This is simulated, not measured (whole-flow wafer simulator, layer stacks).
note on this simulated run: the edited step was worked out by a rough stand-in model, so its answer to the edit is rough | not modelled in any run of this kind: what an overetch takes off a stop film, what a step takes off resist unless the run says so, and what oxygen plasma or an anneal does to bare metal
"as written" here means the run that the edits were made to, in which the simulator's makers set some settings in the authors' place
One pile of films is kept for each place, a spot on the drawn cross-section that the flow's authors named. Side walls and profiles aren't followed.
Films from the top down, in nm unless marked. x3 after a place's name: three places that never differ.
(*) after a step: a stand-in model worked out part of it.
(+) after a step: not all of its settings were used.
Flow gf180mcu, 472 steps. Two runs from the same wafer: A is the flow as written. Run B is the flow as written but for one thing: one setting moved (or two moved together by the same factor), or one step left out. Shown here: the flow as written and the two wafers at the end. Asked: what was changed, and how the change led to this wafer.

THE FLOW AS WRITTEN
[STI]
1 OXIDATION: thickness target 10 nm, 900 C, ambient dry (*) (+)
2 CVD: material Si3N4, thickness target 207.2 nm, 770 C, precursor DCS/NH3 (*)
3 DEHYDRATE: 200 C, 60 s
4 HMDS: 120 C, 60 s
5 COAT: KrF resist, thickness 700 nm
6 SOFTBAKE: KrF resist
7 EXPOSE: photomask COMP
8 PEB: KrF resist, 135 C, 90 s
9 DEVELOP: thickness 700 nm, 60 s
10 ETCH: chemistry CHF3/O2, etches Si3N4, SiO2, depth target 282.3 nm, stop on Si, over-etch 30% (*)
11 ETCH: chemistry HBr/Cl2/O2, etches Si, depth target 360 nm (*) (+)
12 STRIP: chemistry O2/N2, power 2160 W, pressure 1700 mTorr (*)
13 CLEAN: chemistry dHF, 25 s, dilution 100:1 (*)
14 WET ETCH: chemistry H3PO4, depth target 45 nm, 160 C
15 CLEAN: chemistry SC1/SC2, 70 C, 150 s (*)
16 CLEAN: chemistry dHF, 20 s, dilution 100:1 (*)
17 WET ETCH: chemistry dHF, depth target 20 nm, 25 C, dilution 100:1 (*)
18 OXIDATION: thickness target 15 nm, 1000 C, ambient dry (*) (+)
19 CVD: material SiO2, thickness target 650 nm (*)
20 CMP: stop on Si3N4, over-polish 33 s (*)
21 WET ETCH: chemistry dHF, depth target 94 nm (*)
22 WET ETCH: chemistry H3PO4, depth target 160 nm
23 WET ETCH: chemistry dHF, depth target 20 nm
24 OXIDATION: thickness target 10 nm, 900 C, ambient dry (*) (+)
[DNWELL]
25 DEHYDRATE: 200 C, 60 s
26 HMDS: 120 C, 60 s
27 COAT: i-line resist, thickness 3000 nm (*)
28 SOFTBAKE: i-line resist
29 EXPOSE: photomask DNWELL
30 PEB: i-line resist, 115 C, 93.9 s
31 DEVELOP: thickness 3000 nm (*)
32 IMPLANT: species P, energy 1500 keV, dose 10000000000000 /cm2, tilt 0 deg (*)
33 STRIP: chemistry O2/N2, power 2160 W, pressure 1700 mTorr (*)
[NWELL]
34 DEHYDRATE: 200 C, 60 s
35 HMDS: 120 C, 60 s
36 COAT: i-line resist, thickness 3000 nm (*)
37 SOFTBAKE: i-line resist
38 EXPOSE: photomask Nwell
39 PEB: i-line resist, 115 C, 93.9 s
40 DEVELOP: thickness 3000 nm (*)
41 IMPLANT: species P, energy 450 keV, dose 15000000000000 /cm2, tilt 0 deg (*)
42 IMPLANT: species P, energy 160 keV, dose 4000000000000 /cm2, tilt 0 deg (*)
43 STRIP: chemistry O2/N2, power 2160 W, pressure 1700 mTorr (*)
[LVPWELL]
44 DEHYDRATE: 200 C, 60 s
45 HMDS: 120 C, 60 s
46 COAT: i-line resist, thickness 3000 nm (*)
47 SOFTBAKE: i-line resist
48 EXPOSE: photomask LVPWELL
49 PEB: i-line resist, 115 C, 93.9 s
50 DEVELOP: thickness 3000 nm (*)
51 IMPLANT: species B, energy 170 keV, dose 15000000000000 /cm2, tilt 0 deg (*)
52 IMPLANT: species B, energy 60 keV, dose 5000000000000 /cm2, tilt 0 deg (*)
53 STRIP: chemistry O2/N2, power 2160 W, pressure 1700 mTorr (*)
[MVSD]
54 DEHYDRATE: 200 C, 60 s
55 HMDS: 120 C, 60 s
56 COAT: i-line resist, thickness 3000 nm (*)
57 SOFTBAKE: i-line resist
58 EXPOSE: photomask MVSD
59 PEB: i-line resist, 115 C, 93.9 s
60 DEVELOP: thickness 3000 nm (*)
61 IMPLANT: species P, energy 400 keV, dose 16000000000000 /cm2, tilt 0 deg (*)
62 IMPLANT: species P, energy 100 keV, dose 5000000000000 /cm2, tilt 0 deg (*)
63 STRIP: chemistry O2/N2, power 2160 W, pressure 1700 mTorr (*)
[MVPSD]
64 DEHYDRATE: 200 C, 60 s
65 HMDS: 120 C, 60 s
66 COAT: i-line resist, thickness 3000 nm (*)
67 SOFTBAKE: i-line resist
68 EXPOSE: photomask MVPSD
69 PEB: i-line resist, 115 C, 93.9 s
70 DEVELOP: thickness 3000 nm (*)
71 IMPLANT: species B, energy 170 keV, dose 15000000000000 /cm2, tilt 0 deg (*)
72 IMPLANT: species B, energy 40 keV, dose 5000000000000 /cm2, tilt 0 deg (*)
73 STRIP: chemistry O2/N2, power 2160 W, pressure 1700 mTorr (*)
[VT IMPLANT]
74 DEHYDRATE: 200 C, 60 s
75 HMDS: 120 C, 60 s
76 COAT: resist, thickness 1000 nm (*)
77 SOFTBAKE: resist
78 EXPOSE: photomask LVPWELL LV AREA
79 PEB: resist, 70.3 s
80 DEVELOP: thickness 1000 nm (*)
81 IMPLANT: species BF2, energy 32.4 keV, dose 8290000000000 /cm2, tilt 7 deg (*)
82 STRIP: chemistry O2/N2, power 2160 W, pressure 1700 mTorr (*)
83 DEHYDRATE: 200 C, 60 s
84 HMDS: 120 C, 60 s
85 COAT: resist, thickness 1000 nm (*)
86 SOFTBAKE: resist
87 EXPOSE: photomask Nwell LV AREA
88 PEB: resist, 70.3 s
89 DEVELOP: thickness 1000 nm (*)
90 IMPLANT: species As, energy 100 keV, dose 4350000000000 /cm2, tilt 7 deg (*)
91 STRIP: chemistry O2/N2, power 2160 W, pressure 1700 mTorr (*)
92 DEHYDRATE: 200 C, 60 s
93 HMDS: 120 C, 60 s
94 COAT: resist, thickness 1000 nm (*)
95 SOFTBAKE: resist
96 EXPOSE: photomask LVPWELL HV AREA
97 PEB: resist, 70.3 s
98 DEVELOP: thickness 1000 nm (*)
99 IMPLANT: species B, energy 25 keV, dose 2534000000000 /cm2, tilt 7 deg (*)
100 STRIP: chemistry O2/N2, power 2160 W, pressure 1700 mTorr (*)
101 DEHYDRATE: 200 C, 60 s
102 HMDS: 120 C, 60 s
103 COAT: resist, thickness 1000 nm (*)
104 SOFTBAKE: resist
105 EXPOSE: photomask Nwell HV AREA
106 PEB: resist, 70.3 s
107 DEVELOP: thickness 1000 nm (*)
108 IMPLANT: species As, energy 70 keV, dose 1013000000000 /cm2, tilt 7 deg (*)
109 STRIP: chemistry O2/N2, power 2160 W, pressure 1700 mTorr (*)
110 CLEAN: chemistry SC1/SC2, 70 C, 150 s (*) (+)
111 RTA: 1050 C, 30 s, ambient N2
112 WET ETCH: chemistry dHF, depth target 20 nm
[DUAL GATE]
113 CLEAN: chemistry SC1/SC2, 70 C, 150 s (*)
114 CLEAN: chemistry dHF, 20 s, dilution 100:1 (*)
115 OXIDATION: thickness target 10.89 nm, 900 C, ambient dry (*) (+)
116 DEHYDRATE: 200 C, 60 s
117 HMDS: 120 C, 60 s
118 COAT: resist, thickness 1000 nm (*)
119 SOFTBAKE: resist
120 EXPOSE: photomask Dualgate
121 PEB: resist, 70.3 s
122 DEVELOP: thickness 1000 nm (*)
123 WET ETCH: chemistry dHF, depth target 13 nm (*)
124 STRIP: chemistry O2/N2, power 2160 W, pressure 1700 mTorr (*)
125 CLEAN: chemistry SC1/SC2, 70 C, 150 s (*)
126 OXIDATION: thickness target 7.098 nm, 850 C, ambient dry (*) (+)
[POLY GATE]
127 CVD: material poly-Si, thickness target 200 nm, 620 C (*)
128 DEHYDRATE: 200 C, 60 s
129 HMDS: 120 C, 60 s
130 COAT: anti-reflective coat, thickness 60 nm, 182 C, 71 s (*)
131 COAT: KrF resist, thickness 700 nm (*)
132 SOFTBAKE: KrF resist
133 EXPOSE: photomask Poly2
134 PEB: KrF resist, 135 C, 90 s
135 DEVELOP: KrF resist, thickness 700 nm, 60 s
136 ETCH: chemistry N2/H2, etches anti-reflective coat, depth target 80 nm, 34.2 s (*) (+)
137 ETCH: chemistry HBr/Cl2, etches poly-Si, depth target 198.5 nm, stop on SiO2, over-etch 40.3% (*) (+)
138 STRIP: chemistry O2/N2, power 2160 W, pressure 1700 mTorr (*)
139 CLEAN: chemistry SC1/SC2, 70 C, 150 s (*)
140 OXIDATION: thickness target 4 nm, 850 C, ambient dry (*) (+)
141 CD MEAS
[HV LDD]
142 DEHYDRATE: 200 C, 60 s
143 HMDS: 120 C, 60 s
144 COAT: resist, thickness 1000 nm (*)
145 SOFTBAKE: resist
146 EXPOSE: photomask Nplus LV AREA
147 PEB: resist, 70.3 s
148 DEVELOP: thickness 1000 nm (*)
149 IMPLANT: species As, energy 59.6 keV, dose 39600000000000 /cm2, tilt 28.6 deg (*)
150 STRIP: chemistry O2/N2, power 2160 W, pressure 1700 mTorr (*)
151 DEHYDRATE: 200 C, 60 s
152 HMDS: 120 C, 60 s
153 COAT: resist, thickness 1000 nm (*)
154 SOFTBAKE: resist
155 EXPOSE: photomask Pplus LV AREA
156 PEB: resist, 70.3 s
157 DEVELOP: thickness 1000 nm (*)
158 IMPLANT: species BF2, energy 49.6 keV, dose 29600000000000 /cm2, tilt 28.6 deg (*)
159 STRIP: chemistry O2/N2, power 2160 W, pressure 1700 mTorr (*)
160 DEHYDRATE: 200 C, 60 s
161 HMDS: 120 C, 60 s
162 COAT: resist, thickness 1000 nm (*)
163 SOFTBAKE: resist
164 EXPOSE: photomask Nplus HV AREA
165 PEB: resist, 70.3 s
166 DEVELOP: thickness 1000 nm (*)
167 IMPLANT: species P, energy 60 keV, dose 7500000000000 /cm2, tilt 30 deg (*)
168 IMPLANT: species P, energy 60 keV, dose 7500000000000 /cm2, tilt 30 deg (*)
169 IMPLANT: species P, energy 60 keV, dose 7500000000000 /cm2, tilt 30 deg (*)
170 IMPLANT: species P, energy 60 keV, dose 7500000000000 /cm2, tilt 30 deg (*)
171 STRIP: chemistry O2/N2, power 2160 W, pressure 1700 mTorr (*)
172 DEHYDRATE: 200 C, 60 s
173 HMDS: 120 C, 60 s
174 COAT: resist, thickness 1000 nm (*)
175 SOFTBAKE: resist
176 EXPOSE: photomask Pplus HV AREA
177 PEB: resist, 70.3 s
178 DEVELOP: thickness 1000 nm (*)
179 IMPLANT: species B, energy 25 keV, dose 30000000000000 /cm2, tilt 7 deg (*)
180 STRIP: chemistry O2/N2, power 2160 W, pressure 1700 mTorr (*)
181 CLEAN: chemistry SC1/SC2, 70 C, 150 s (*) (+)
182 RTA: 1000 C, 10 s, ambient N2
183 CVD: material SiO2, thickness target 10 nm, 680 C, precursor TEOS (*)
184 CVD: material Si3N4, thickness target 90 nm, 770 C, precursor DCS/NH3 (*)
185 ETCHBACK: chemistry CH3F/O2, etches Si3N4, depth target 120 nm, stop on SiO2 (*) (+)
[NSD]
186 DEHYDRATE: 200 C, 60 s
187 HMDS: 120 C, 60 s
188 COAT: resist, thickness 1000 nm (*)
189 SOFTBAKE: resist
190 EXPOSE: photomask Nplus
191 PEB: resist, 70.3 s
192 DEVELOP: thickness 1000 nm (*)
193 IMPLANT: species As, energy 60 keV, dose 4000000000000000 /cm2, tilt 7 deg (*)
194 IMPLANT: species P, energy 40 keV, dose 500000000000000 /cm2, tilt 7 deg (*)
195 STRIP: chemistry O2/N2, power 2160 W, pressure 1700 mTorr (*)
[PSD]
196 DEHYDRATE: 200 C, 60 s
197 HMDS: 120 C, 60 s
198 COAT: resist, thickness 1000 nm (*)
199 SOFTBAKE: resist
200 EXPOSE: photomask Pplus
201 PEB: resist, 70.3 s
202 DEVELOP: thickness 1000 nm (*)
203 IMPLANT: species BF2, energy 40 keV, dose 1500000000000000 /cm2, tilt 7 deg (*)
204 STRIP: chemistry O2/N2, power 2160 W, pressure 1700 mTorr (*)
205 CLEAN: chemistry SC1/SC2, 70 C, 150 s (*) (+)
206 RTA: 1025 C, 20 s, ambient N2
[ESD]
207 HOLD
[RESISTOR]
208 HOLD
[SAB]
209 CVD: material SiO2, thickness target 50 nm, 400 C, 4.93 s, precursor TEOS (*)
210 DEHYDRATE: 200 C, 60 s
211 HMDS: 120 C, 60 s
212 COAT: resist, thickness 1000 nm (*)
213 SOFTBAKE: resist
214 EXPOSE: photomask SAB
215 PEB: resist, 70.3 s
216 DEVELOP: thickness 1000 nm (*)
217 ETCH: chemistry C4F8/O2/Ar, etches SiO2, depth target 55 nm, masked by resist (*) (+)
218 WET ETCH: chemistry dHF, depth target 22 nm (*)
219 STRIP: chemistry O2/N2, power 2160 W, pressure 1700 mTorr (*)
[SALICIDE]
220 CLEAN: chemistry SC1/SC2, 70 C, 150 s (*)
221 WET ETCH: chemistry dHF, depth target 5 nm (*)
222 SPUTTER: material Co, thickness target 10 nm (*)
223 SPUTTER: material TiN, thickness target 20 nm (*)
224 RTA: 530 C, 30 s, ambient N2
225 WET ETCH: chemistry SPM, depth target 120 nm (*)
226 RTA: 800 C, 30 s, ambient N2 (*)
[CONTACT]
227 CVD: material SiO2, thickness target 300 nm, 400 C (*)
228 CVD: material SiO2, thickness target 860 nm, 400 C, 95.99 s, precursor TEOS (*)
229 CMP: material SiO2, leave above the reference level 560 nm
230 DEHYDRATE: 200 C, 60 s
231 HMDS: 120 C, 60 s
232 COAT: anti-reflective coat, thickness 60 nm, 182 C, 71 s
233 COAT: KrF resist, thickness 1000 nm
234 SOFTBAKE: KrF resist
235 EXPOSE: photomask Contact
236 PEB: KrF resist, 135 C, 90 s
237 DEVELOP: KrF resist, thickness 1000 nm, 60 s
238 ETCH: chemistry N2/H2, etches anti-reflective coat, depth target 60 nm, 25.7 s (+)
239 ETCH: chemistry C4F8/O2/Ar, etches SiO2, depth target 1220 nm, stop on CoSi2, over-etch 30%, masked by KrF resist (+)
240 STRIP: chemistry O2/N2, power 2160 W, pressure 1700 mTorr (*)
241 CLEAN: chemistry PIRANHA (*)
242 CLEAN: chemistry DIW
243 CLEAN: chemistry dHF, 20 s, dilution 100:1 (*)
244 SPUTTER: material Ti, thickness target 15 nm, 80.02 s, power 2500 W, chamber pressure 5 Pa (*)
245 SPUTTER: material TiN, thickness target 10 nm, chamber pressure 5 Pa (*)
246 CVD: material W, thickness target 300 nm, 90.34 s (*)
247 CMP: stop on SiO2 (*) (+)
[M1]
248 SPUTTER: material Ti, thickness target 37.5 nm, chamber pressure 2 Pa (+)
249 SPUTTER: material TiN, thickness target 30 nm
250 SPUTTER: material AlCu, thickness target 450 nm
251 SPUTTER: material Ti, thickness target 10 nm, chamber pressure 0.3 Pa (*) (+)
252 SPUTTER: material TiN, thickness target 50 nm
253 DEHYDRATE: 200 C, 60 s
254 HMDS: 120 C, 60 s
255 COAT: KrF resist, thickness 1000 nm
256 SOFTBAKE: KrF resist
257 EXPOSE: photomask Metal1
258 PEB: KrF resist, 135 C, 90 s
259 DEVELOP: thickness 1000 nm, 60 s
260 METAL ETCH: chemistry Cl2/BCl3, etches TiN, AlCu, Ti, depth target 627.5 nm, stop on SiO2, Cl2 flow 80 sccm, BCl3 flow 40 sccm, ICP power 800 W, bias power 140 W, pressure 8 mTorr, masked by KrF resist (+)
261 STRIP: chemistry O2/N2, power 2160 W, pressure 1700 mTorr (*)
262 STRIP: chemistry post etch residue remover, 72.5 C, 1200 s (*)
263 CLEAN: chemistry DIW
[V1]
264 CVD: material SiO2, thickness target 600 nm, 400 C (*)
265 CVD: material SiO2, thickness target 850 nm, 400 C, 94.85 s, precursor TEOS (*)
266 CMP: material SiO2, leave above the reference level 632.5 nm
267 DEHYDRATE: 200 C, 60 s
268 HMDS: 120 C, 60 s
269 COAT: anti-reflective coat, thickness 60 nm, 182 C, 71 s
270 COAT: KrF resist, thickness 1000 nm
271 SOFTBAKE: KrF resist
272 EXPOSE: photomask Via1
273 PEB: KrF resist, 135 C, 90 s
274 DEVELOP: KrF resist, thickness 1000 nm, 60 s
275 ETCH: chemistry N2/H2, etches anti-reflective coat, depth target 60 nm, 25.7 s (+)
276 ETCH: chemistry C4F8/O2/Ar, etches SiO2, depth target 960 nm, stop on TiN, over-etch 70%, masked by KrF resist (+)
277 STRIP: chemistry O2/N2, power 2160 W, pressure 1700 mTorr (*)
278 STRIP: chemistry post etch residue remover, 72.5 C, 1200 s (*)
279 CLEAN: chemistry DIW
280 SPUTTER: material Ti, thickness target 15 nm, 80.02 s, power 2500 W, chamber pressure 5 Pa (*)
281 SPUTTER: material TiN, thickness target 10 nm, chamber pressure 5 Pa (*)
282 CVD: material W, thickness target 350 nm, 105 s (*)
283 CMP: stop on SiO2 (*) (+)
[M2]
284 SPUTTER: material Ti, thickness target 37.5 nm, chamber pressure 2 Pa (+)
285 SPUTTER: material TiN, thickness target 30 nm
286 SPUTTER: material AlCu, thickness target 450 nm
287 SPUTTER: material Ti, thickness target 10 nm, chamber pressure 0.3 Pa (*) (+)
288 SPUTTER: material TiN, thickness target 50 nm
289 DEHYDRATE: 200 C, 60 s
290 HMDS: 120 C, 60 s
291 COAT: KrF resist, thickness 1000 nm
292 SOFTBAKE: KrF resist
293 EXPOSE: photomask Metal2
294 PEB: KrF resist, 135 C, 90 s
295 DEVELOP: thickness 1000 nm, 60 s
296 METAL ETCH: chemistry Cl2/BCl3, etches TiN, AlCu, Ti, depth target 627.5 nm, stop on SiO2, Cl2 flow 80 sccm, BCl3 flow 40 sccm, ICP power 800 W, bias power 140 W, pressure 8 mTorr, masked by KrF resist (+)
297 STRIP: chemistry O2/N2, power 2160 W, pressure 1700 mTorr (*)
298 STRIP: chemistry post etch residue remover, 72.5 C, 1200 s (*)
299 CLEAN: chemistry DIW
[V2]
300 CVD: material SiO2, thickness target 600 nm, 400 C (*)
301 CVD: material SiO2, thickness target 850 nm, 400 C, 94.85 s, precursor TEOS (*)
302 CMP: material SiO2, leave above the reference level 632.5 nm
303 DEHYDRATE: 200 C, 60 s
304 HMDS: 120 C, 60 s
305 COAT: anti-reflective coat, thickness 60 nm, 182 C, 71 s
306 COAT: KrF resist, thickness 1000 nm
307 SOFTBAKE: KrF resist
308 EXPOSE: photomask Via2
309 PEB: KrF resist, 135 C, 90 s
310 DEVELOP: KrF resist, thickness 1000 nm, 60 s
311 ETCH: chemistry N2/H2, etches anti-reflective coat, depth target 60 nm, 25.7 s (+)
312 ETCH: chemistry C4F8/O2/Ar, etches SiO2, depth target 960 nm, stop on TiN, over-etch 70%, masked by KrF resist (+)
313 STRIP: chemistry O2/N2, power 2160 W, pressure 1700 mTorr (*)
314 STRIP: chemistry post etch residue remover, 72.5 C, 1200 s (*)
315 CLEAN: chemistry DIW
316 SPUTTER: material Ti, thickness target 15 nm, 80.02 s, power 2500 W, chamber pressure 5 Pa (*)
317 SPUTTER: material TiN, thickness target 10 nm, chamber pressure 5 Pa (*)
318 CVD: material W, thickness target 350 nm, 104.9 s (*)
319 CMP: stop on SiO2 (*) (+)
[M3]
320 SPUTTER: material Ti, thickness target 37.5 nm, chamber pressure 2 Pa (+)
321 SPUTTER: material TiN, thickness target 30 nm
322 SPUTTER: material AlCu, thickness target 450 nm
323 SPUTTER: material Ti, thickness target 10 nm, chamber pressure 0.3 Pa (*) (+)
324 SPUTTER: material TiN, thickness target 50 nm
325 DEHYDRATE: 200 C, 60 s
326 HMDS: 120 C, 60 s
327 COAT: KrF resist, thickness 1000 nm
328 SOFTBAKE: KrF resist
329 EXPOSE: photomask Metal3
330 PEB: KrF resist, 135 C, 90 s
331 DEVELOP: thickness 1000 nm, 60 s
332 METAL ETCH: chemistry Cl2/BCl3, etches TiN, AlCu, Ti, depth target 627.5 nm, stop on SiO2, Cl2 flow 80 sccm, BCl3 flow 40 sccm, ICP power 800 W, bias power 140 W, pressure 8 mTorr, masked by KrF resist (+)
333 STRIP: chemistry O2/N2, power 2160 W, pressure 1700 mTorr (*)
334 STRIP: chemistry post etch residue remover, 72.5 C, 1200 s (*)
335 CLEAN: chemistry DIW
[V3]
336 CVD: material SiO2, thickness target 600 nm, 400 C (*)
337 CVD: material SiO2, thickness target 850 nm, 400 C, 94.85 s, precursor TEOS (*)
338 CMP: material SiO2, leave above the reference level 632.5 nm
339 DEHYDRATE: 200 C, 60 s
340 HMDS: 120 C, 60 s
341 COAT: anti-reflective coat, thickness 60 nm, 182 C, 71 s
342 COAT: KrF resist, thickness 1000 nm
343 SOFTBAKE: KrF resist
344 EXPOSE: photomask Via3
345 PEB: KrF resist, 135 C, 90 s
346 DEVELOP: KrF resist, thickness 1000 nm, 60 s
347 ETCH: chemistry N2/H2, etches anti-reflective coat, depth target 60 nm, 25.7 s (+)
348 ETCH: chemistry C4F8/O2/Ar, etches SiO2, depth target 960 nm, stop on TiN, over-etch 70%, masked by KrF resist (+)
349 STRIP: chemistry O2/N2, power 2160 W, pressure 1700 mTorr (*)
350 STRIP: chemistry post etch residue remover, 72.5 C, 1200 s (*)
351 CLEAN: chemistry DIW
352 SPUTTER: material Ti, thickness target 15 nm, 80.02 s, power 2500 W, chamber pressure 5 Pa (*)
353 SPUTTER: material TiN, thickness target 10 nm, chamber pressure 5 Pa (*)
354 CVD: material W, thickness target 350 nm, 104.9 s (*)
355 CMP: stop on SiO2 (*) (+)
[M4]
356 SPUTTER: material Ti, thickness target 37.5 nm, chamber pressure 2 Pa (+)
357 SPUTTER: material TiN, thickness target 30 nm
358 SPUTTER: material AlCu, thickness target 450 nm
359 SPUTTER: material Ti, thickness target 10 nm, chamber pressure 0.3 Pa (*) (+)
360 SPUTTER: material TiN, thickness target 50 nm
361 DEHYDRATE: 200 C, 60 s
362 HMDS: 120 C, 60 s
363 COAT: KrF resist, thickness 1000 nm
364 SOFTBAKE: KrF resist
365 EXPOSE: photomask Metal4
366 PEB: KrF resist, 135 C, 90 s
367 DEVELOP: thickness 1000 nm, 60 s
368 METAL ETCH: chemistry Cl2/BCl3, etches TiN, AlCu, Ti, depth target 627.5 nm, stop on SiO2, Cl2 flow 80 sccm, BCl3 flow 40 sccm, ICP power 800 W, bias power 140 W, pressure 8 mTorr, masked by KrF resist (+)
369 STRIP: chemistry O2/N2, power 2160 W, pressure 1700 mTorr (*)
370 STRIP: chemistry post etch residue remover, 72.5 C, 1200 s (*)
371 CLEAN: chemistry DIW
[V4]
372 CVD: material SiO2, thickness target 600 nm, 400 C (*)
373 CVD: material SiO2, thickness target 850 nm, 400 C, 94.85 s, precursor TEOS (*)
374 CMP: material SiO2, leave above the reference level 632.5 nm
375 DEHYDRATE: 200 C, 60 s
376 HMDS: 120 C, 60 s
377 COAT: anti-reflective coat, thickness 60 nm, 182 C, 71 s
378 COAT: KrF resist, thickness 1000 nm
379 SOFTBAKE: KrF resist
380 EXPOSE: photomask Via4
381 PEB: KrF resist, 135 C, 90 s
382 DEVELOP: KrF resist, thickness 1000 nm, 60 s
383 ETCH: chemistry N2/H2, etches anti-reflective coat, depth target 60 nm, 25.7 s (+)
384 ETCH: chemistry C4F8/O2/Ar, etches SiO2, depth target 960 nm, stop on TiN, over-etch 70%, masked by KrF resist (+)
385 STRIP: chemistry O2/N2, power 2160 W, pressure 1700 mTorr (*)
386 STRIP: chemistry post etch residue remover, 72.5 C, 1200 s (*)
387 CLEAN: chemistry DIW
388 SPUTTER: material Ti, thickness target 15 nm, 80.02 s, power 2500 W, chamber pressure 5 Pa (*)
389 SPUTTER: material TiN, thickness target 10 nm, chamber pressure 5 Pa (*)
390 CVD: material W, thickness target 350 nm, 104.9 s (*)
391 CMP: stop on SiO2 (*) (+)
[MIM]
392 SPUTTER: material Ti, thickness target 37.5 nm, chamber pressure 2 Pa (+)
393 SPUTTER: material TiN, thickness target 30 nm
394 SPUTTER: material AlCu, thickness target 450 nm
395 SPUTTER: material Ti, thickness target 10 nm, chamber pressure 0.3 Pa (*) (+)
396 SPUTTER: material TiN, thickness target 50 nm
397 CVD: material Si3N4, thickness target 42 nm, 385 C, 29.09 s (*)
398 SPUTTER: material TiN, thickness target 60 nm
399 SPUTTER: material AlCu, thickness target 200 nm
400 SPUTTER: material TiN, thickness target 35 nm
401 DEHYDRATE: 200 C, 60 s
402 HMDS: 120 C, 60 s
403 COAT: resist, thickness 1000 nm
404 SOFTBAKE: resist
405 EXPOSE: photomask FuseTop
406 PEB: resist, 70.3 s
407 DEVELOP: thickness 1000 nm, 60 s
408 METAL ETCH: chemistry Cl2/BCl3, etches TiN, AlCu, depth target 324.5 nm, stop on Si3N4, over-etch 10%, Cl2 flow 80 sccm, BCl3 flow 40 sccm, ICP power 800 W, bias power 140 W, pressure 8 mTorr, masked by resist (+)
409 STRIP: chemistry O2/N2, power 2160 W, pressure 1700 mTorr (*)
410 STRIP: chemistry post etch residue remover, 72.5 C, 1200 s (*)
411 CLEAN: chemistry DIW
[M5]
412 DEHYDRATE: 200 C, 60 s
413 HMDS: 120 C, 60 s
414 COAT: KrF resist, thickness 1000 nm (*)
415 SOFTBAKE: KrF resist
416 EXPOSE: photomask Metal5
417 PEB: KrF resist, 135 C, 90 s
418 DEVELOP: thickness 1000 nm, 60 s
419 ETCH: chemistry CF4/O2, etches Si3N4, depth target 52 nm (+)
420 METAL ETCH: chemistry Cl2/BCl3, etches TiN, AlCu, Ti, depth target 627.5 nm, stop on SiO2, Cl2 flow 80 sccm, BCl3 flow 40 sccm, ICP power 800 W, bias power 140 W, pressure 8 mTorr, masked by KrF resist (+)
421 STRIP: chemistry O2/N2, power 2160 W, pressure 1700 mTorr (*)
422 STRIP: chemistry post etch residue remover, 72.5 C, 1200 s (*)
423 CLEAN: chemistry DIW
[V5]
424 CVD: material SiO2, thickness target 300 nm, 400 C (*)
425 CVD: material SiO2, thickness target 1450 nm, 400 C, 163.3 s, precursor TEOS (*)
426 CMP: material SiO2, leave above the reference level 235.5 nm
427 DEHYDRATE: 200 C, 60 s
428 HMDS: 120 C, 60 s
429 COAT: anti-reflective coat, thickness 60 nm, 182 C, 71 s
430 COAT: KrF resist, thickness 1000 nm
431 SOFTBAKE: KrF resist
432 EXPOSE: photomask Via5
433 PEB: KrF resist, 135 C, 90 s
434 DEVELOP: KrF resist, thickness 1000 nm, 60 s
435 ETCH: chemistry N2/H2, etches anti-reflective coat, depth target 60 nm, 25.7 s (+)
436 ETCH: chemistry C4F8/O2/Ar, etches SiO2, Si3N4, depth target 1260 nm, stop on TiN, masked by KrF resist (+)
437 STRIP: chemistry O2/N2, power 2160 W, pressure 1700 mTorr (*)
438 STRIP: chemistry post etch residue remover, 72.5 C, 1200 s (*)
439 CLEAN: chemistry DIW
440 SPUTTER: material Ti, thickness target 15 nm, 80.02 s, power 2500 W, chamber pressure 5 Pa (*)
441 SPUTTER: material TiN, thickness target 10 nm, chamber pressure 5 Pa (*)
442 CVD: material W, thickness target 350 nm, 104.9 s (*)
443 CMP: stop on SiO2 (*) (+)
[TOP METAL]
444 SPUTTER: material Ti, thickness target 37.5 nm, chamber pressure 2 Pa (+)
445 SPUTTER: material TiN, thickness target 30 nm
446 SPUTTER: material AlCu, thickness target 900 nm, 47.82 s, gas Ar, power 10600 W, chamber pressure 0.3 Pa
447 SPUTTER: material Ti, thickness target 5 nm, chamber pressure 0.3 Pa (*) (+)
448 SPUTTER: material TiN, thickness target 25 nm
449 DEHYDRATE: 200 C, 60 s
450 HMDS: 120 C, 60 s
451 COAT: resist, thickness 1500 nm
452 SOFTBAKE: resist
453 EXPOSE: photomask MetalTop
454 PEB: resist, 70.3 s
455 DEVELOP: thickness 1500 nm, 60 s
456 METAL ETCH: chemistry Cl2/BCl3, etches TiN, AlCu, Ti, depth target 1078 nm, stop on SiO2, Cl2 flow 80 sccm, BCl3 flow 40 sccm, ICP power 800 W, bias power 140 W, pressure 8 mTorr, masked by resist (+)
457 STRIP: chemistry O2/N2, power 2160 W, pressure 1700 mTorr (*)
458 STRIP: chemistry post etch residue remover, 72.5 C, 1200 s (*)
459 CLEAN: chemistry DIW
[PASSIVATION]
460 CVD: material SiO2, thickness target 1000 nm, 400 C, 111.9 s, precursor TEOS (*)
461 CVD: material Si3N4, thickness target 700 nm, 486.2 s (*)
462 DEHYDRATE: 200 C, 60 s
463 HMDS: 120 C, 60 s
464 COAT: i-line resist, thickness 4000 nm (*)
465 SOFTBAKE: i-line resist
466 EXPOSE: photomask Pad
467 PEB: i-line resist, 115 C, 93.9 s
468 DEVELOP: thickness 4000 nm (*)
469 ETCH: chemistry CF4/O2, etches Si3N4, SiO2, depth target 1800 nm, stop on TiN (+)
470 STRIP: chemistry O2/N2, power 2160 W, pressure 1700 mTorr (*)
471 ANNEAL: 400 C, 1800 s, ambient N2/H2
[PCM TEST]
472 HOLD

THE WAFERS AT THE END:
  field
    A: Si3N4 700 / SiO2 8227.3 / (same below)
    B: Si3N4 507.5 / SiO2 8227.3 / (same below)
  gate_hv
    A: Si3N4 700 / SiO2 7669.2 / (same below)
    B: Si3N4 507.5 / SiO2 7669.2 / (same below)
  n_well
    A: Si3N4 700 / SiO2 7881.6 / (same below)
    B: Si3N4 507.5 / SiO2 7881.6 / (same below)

The cause: step 461, CVD: thickness target 508 nm was run, where the flow has thickness target 700 nm; step 461, CVD: 352.5 s was run, where the flow has 486.2 s.

How the change led to this, step by step:
  461 CVD: material Si3N4, thickness target 700 nm, 486.2 s (*)
      field, field__w1, field__w2 and 109 more: A Si3N4 +700 (new film) | B Si3N4 +507.5 (new film)
  465 SOFTBAKE: i-line resist
      field__w11, field__w13: A i-line resist +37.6 | B i-line resist +36.7
      mim, ppoly_u: A i-line resist +37.5 | B i-line resist +36.6
      (and at 40 more places)
  469 ETCH: chemistry CF4/O2, etches Si3N4, SiO2, depth target 1800 nm, stop on TiN (+)
      pad: A Si3N4 -700 (all of it), SiO2 -1000 (all of it) | B Si3N4 -507.5 (all of it), SiO2 -1000 (all of it)
